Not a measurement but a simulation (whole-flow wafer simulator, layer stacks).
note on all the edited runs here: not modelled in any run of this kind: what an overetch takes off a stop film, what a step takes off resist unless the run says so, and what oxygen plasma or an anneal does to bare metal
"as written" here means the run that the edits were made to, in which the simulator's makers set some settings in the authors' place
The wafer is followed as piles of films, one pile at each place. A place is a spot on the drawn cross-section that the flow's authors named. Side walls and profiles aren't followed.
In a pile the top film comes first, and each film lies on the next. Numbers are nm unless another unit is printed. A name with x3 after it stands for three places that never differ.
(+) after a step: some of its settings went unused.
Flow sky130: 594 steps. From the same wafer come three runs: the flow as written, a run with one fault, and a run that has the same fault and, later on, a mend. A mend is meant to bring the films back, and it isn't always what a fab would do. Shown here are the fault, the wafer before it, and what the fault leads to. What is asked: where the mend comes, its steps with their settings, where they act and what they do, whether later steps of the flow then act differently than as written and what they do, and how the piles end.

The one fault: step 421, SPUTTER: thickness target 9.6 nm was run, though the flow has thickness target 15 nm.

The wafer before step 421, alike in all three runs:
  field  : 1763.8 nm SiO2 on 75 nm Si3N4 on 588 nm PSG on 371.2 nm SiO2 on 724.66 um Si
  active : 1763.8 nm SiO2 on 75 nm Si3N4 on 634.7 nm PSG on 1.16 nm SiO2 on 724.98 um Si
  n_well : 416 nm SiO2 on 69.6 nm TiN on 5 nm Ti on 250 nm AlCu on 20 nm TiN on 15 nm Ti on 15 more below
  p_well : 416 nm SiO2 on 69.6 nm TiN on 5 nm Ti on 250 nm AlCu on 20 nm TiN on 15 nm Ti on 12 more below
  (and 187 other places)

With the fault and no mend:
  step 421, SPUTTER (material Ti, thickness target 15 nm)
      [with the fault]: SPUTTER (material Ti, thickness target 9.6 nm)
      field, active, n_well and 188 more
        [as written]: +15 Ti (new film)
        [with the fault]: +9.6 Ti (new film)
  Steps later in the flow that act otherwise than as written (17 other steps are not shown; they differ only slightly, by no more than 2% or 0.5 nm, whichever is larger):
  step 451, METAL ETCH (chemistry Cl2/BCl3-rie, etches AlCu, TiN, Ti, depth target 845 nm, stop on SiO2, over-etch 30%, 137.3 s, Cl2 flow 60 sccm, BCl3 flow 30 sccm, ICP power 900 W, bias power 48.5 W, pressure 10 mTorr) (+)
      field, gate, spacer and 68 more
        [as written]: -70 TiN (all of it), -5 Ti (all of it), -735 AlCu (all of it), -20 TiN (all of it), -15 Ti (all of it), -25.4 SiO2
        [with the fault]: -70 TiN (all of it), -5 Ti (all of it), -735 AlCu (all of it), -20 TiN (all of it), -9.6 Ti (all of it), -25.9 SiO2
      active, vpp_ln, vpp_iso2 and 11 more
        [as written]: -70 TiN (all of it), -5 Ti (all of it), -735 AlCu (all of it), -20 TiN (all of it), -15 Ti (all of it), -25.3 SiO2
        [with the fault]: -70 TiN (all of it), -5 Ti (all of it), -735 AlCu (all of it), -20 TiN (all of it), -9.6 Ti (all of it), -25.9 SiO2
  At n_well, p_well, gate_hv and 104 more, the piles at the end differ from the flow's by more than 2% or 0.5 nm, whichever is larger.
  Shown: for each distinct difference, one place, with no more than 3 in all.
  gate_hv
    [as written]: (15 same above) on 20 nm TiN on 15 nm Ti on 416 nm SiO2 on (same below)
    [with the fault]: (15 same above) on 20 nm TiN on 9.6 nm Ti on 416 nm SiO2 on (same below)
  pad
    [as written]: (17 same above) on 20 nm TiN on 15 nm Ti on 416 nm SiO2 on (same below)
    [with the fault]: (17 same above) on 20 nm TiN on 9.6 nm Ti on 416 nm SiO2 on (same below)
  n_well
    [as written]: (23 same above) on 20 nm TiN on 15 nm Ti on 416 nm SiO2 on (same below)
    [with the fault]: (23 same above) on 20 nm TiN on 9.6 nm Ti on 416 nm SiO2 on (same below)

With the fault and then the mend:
  After step 421 comes the mend.
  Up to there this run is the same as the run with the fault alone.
  step 421a, SPUTTER (material Ti, thickness target 5.4 nm) (the flow's step 421, run once more with other settings)
      field, active, n_well and 188 more
        +5.4 Ti
  None of the later steps of the flow acts differently than as written at any place that is followed.
  By the end, the piles equal the flow's at every place that both follow.
